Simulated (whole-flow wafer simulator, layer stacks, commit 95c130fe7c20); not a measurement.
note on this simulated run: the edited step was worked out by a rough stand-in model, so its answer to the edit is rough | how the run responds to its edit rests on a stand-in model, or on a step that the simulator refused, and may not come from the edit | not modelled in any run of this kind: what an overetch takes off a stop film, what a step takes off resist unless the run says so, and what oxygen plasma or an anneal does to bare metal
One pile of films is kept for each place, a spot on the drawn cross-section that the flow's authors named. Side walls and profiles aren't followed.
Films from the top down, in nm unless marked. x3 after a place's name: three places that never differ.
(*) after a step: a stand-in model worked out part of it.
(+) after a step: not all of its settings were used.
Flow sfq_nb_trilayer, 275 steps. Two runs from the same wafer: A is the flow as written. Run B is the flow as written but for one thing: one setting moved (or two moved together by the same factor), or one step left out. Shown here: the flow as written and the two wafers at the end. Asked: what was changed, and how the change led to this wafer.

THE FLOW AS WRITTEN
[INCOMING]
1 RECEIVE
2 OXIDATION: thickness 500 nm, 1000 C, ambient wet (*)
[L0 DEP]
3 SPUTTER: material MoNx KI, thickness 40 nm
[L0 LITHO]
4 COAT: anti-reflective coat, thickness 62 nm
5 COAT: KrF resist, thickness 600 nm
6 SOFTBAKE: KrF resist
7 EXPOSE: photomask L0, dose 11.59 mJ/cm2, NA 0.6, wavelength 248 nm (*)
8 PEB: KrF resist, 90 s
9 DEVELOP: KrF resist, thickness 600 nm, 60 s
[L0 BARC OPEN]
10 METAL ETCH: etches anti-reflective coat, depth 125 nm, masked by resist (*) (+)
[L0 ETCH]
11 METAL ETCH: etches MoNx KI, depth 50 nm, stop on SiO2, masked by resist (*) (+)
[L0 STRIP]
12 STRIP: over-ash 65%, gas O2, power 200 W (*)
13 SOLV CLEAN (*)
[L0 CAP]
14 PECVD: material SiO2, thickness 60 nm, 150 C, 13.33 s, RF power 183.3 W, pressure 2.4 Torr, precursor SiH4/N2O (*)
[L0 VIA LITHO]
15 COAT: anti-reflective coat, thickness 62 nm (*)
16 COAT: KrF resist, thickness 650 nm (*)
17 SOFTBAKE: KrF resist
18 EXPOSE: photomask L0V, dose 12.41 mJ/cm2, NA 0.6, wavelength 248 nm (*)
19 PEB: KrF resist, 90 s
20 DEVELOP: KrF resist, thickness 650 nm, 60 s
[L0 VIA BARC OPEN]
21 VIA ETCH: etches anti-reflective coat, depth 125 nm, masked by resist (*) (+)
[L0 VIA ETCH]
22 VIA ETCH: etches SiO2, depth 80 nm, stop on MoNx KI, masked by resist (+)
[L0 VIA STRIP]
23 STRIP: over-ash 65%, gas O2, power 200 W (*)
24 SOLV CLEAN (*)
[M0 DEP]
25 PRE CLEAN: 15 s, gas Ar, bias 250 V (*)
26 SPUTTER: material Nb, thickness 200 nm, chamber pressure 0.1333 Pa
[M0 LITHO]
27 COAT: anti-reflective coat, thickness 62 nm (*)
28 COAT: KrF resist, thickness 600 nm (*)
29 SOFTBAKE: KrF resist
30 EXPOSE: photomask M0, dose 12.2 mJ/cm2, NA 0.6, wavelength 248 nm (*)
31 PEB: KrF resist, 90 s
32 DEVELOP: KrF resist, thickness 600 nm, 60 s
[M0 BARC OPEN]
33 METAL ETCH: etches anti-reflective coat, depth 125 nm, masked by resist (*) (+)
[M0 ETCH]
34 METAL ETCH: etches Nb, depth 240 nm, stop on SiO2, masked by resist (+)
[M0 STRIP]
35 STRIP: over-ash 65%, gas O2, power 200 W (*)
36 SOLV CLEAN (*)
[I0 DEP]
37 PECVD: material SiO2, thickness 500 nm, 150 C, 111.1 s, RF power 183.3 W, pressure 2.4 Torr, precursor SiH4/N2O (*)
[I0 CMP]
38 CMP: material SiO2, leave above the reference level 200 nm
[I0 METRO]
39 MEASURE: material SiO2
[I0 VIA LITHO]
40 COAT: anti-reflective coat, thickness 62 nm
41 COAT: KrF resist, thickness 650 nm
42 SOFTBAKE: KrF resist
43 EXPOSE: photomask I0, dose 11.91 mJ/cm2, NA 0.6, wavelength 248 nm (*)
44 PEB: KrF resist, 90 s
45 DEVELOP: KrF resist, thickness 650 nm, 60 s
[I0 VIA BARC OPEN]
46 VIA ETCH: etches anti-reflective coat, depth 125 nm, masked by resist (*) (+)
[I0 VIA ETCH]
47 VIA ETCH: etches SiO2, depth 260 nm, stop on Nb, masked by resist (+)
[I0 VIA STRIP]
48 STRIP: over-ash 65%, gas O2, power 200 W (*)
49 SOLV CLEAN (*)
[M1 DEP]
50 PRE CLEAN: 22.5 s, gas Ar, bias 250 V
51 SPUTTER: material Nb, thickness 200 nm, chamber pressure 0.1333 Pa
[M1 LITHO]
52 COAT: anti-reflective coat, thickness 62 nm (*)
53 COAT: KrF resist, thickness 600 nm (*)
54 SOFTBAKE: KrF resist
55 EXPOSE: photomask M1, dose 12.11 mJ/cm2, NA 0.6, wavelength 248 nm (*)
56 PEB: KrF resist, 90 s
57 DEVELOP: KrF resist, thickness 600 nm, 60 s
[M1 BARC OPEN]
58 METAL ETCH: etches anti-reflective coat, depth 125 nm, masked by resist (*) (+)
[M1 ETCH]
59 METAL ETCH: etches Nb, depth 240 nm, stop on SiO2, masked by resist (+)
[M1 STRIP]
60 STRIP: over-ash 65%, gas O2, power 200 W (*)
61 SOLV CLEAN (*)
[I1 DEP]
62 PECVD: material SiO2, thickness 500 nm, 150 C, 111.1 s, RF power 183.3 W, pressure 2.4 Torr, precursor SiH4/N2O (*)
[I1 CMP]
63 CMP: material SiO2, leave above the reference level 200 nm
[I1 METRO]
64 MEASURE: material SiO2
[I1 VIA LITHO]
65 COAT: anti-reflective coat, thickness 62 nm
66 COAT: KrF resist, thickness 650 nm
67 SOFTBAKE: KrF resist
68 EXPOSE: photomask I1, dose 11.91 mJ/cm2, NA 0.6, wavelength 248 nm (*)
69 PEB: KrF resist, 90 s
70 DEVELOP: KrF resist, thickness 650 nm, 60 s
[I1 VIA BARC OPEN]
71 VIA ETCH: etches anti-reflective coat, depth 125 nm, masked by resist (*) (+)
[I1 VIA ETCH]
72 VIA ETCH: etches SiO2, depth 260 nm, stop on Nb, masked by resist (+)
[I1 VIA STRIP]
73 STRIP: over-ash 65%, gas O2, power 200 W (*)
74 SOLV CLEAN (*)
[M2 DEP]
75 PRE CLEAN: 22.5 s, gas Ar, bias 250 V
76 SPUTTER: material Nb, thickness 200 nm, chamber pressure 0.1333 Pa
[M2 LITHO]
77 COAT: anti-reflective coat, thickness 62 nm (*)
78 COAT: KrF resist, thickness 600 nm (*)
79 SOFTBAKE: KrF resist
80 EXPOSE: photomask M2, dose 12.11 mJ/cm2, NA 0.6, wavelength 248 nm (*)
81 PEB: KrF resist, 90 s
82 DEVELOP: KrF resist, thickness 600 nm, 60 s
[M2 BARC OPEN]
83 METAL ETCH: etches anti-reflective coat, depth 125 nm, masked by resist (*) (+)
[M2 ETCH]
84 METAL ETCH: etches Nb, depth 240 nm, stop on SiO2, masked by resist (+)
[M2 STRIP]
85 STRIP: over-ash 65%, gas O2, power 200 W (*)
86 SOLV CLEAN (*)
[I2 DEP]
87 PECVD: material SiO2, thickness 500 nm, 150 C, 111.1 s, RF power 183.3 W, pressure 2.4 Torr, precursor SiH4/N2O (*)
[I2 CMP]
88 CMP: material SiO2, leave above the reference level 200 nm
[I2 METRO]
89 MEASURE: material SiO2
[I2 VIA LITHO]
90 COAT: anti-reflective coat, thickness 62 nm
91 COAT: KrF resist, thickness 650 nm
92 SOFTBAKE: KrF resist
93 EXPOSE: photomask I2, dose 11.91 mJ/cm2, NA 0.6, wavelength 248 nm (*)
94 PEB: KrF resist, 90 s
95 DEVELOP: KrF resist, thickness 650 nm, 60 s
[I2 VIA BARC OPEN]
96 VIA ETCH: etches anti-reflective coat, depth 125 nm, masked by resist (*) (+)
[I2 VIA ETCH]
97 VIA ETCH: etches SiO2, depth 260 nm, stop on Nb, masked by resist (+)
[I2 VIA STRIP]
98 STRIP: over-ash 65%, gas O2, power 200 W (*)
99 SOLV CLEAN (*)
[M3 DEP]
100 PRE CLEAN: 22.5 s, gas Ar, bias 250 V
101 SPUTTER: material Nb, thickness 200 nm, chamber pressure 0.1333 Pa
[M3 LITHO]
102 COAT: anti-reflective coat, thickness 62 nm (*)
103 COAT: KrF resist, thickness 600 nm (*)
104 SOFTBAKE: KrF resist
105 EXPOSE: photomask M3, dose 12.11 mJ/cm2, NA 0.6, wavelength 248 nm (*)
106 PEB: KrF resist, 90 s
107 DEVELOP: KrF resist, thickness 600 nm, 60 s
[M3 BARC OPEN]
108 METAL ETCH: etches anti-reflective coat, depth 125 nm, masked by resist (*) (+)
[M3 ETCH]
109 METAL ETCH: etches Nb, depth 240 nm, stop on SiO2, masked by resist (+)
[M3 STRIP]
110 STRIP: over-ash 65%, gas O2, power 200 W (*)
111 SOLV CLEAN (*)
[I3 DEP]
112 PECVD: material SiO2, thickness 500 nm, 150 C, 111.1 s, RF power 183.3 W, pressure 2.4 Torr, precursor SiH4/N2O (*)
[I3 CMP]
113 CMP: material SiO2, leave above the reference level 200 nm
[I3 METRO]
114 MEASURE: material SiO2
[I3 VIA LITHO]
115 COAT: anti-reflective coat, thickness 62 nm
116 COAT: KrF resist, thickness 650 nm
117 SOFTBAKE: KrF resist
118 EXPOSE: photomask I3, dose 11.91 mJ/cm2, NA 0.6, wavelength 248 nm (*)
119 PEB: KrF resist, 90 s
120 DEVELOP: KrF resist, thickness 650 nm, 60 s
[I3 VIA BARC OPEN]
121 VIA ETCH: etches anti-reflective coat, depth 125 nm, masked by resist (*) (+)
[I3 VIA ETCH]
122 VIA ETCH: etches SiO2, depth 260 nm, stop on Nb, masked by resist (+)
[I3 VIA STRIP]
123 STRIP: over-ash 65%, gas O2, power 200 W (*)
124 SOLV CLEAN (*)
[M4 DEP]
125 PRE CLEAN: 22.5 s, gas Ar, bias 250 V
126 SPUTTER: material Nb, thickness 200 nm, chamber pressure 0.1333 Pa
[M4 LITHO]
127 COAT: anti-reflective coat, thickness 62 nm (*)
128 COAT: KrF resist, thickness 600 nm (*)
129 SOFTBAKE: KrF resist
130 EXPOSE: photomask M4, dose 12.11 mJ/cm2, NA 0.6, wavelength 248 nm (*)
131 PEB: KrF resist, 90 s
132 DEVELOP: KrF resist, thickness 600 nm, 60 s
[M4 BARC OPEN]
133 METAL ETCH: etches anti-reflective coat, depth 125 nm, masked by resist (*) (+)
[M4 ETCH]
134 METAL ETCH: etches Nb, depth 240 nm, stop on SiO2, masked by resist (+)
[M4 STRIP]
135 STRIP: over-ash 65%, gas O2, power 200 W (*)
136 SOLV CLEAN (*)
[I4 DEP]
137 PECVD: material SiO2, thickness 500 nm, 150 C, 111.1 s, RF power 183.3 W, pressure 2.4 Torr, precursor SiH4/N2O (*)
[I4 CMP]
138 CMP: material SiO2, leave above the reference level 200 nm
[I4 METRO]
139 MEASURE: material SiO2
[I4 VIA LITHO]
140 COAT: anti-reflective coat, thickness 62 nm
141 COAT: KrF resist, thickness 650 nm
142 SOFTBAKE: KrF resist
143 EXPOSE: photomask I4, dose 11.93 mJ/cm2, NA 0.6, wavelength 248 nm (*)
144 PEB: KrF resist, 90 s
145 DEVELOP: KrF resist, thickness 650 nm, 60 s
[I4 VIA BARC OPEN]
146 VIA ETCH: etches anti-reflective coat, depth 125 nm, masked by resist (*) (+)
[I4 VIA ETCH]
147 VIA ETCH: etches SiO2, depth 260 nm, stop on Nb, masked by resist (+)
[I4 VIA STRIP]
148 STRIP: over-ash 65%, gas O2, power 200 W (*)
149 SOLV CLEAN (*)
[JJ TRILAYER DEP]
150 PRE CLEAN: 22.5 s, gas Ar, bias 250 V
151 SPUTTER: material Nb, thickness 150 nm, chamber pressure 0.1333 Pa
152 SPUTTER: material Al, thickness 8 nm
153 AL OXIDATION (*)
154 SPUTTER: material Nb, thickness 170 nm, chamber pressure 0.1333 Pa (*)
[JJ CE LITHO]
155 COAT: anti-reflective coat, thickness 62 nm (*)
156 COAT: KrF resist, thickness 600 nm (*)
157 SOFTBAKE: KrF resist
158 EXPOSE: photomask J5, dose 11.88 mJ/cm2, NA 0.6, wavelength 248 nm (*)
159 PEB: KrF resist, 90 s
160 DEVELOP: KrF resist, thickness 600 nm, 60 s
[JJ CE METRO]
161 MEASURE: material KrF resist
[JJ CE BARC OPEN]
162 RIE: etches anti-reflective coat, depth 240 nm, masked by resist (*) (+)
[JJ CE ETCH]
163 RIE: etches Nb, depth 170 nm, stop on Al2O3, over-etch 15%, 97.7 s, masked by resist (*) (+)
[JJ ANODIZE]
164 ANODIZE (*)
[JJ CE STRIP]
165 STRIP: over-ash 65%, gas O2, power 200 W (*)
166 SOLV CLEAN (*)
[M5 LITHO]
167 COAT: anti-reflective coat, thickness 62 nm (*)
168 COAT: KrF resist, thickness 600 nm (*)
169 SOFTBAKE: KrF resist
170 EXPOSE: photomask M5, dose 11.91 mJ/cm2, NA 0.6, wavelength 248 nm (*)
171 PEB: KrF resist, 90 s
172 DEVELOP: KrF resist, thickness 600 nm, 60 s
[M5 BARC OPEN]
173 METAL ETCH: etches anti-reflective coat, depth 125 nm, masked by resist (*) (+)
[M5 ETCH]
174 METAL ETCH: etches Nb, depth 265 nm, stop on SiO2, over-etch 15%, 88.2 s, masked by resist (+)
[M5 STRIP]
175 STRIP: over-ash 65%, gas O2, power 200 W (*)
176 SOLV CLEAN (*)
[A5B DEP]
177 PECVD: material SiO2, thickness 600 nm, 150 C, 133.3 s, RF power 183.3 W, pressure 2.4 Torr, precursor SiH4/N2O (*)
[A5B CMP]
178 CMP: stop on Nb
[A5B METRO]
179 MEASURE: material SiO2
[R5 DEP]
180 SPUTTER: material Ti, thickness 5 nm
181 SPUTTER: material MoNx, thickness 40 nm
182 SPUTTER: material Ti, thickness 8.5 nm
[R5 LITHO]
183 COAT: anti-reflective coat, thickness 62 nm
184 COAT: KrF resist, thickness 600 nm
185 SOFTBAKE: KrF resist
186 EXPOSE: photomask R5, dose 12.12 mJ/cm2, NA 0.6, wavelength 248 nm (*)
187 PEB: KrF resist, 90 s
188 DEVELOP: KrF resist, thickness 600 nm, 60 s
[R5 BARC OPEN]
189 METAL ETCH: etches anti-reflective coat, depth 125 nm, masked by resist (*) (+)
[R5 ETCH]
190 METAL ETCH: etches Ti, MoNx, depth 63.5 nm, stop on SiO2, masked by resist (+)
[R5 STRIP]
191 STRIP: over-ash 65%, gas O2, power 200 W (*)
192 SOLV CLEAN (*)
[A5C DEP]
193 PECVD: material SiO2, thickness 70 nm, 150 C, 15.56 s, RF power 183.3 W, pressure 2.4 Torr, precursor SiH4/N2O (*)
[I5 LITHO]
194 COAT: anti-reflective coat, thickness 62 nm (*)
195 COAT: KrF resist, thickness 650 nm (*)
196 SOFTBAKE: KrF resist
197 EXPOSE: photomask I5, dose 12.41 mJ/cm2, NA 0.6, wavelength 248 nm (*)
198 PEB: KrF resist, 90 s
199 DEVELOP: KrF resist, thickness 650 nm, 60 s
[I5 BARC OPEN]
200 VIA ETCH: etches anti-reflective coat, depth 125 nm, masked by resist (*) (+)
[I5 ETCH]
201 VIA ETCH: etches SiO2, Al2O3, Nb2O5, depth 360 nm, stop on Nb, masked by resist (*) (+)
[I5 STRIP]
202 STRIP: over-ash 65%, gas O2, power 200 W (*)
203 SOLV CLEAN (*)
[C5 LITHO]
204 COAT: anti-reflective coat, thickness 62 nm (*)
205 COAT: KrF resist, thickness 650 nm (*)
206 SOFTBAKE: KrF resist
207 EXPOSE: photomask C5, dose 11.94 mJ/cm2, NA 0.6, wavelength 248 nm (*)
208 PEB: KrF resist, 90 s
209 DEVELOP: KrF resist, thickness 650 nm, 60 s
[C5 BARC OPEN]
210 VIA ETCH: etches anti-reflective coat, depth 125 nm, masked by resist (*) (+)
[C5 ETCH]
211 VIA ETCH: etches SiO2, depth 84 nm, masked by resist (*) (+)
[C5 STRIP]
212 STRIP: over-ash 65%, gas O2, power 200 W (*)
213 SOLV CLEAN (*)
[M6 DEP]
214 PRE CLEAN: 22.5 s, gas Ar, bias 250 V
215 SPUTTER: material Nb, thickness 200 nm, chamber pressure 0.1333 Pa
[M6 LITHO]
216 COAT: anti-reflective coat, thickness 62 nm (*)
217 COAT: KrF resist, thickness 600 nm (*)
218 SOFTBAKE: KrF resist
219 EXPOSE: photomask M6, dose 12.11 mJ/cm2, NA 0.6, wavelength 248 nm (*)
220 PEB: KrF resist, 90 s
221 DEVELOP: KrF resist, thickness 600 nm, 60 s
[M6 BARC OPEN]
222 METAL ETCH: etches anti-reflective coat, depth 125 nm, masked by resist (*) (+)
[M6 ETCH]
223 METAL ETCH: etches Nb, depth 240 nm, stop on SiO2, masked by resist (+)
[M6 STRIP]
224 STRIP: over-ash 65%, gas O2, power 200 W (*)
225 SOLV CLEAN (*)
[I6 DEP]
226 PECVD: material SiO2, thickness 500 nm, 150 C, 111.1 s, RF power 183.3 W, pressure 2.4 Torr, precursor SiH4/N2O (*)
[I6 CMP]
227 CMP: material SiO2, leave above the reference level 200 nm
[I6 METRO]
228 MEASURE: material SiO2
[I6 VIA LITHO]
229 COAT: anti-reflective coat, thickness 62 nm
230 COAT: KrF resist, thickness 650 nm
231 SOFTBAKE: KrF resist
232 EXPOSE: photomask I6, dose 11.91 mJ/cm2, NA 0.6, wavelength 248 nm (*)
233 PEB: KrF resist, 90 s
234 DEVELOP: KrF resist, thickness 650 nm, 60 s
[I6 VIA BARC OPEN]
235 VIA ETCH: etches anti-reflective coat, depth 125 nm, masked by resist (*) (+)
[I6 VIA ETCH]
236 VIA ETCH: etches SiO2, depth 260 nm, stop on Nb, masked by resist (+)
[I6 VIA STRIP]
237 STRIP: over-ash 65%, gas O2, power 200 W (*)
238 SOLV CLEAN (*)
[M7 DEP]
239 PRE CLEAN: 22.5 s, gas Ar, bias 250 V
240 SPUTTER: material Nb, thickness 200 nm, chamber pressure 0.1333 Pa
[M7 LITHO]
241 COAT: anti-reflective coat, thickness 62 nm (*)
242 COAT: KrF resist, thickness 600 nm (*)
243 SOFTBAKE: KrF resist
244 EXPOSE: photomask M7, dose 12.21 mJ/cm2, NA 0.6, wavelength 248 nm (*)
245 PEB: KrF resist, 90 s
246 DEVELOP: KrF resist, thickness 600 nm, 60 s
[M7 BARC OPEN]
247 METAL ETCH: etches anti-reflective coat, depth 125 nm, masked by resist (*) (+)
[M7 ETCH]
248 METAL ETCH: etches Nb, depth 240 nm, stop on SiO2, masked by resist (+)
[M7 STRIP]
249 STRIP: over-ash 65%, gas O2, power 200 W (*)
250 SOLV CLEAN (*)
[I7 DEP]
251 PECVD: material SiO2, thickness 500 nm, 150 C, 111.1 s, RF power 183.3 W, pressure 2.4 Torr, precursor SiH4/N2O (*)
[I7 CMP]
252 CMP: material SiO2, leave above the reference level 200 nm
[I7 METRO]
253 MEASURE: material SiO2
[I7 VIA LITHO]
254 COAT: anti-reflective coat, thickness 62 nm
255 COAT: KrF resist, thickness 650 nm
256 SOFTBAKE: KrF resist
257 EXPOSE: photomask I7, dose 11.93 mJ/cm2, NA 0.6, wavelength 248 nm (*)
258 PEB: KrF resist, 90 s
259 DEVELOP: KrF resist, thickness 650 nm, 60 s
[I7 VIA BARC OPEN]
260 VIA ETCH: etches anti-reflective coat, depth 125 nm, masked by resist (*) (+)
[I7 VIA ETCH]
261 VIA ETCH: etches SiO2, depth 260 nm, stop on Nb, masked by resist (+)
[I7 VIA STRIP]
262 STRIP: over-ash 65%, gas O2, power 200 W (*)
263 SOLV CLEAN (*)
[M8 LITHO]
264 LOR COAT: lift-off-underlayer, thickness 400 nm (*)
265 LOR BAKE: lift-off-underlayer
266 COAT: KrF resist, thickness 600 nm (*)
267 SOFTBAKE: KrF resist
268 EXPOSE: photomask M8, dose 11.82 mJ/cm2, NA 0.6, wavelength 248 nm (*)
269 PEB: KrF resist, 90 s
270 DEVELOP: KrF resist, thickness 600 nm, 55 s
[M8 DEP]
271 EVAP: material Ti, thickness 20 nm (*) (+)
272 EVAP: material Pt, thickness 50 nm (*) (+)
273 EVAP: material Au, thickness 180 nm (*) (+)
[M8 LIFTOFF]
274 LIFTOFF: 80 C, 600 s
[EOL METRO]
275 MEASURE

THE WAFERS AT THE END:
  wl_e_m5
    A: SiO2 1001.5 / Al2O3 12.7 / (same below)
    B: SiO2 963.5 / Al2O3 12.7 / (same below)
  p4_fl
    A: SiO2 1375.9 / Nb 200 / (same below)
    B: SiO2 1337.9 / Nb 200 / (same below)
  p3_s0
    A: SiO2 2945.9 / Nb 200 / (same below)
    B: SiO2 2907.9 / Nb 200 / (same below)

The cause: step 251, PECVD: thickness 362 nm was run, where the flow has thickness 500 nm; step 251, PECVD: 80.56 s was run, where the flow has 111.1 s.

How the change led to this, step by step:
  251 PECVD: material SiO2, thickness 500 nm, 150 C, 111.1 s, RF power 183.3 W, pressure 2.4 Torr, precursor SiH4/N2O (*)
      field_l, p4_fl, p4_fm and 56 more: A SiO2 +500 | B SiO2 +362
      v_sur, via_wl, via_w and 37 more: A SiO2 +500 (new film) | B SiO2 +362 (new film)
      (and at 7 more places)
  252 CMP: material SiO2, leave above the reference level 200 nm
      field_l, p4_fl, p4_fm and 56 more: A SiO2 -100 | B nothing
      field_r, lsp_l: A SiO2 -77.7 | B nothing
      (and at 45 more places)
  254 COAT: anti-reflective coat, thickness 62 nm
      be_sur, gap, jj_sur, ce_l, c5j, ce_r, sp_r: A anti-reflective coat +62 (new film) | B anti-reflective coat +60.3 (new film)
      p3_fr, wl_d_sl, wl_d_m1, wl_d_sr, wl_e_sl: A anti-reflective coat +62 (new film) | B anti-reflective coat +64 (new film)
      (and at 57 more places)
  255 COAT: KrF resist, thickness 650 nm
      via_wl: A KrF resist +650 (new film) | B KrF resist +636.9 (new film)
      lsp_l: A KrF resist +650 (new film) | B KrF resist +669.4 (new film)
      (and at 1 more place)
  259 DEVELOP: KrF resist, thickness 650 nm, 60 s
      via_wl: A KrF resist -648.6 (all of it) | B KrF resist -635.6 (all of it)
  260 VIA ETCH: etches anti-reflective coat, depth 125 nm, masked by resist (*) (+)
      field_l, v_sur, via_sp and 100 more: A KrF resist -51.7 | B KrF resist -49.9
      via_wl, via_w: A anti-reflective coat -62 (all of it), SiO2 -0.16 | B anti-reflective coat -59.8 (all of it), SiO2 -0.15
      (and at 1 more place)
  262 STRIP: over-ash 65%, gas O2, power 200 W (*)
      gap, c5j, ce_r: A KrF resist -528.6 (all of it), anti-reflective coat -62 (all of it) | B KrF resist -523.6 (all of it), anti-reflective coat -60.3 (all of it)
      be, be_r: A KrF resist -528.6 (all of it), anti-reflective coat -62 (all of it) | B KrF resist -523.3 (all of it), anti-reflective coat -60.2 (all of it)
      (and at 61 more places)
  264 LOR COAT: lift-off-underlayer, thickness 400 nm (*)
      m0r_line_l, m0r_line_r, m6r_line_l, m6r_line_r: A lift-off-underlayer +400 (new film) | B lift-off-underlayer +408.3 (new film)
      wl_e_sr, m5r_linepad_l, m5r_linepad_r: A lift-off-underlayer +400 (new film) | B lift-off-underlayer +413.2 (new film)
      (and at 34 more places)
  270 DEVELOP: KrF resist, thickness 600 nm, 55 s
      field_l: A KrF resist -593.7 (all of it), lift-off-underlayer -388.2 (all of it) | B KrF resist -597.9 (all of it), lift-off-underlayer -402.2 (all of it)
      v_sur: A KrF resist -607.3 (all of it), lift-off-underlayer -369.4 (all of it) | B KrF resist -602.2 (all of it), lift-off-underlayer -357.3 (all of it)
      (and at 3 more places)
  274 LIFTOFF: 80 C, 600 s
      m0r_line_l, m0r_line_r, m6r_line_l, m6r_line_r: A Au -180 (all of it), Pt -50 (all of it), Ti -20 (all of it), KrF resist -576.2 (all of it), lift-off-underlayer -400 (all of it) | B Au -180 (all of it), Pt -50 (all of it), Ti -20 (all of it), KrF resist -579.1 (all of it), lift-off-underlayer -408.3 (all of it)
      m0r_space_l, m6r_space_l: A Au -180 (all of it), Pt -50 (all of it), Ti -20 (all of it), KrF resist -576.2 (all of it), lift-off-underlayer -400 (all of it) | B Au -180 (all of it), Pt -50 (all of it), Ti -20 (all of it), KrF resist -577 (all of it), lift-off-underlayer -411 (all of it)
      (and at 30 more places)
